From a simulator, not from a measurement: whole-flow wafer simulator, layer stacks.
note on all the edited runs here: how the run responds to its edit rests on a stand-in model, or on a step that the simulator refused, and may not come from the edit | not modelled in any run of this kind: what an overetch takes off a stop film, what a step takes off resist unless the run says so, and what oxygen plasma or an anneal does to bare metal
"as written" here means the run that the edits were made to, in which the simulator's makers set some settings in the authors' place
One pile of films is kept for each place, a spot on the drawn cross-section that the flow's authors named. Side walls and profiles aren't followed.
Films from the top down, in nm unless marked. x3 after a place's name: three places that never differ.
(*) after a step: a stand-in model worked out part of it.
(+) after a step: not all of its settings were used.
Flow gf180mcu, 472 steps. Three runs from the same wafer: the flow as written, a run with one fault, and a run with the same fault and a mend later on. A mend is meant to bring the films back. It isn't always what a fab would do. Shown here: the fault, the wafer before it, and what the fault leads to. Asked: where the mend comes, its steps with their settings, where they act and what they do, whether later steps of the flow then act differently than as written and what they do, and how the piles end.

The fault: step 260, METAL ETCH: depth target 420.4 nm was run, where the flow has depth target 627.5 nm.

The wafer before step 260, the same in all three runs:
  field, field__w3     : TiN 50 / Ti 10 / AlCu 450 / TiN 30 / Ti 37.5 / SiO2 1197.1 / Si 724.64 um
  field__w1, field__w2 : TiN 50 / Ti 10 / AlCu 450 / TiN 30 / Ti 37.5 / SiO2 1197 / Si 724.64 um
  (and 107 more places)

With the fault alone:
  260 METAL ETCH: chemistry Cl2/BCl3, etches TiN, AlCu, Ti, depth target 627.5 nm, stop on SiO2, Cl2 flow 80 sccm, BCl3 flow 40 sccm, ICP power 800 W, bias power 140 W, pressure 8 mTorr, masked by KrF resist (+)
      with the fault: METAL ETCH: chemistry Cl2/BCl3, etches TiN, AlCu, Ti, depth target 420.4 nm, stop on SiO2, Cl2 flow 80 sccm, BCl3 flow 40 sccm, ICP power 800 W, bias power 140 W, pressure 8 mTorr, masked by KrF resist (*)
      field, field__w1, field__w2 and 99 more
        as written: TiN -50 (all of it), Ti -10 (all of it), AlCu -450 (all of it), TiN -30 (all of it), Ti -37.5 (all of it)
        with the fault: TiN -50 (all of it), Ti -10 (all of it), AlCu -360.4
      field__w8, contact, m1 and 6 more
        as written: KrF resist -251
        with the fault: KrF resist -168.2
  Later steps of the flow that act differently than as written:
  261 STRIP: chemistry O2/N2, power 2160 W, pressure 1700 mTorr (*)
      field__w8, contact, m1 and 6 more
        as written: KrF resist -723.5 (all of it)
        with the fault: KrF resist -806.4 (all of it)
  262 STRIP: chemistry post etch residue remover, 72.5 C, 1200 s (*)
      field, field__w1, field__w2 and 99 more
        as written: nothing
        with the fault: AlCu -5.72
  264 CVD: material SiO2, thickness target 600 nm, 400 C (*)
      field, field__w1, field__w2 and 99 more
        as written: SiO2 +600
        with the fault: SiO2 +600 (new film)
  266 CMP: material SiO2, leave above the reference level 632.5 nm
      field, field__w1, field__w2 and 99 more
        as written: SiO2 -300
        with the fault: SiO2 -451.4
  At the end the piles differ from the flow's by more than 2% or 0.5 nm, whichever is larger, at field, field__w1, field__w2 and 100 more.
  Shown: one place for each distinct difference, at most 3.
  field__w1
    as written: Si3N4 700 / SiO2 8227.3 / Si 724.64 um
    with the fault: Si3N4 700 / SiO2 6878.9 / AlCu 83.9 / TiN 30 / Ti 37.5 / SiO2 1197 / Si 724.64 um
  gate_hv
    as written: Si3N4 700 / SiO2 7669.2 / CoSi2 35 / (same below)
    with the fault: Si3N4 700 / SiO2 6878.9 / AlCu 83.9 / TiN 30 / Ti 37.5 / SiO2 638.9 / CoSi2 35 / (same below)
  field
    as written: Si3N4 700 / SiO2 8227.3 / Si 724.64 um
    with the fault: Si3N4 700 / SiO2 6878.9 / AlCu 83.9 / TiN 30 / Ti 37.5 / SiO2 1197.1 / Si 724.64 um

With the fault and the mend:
  The mend comes after step 262.
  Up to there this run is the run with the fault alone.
  262a DEHYDRATE: 200 C, 60 s (the flow's step 253 once more)
      changes no film at any place that is followed
  262b HMDS: 120 C, 60 s (the flow's step 254 once more)
      changes no film at any place that is followed
  262c COAT: KrF resist, thickness 1000 nm (*) (the flow's step 255 once more)
      iso_ptap_pw, iso_ntap_nw, iso_nw_fld and 33 more
        KrF resist +1000 (new film)
      field__w2, field__w3, field__w5 and 14 more
        KrF resist +1002.8 (new film)
      field_sub__w4, field_sub__w5, ld_gate_p and 9 more
        KrF resist +1002.7 (new film)
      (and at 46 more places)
  262d SOFTBAKE: KrF resist (the flow's step 256 once more)
      changes no film at any place that is followed
  262e EXPOSE: photomask Metal1 (the flow's step 257 once more)
      changes no film at any place that is followed
  262f PEB: KrF resist, 135 C, 90 s (the flow's step 258 once more)
      field__w1, field__w2, field__w3 and 56 more
        KrF resist -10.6
      iso_ptap_pw, iso_ntap_nw, iso_nw_fld and 33 more
        KrF resist -10.5
      gate_hv, sd_p, nw_sep_fld
        KrF resist -10.7
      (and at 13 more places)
  262g DEVELOP: thickness 1000 nm, 60 s (the flow's step 259 once more)
      iso_ptap_pw, iso_ntap_nw, iso_nw_fld and 33 more
        KrF resist -989.5 (all of it)
      field__w1, field_sub, field_sub__w3 and 9 more
        KrF resist -992.3 (all of it)
      field_sub__w2, field_sub__w4, ld_drn_n and 9 more
        KrF resist -992.1 (all of it)
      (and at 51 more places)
  262h METAL ETCH: chemistry Cl2/BCl3, etches TiN, AlCu, Ti, depth target 207.1 nm, stop on SiO2, Cl2 flow 80 sccm, BCl3 flow 40 sccm, ICP power 800 W, bias power 140 W, pressure 8 mTorr, masked by KrF resist (+) (the flow's step 260 once more, with other settings)
      field, field__w1, field__w2 and 99 more
        AlCu -83.9 (all of it), TiN -30 (all of it), Ti -37.5 (all of it)
      field__w8, contact, m1 and 6 more
        KrF resist -82.8
  262i STRIP: chemistry O2/N2, power 2160 W, pressure 1700 mTorr (*) (the flow's step 261 once more)
      field__w8
        KrF resist -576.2 (all of it)
      contact
        KrF resist -574.1 (all of it)
      m1
        KrF resist -576.6 (all of it)
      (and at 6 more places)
  262j STRIP: chemistry post etch residue remover, 72.5 C, 1200 s (*) (the flow's step 262 once more)
      field__w8, contact, m1 and 6 more
        TiN -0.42
  No later step of the flow acts differently than as written, at any place that is followed, by more than 2% or 0.5 nm, whichever is larger.
  At the end the piles differ from the flow's only slightly at the places that both follow, by at most 2% or 0.5 nm, whichever is larger.
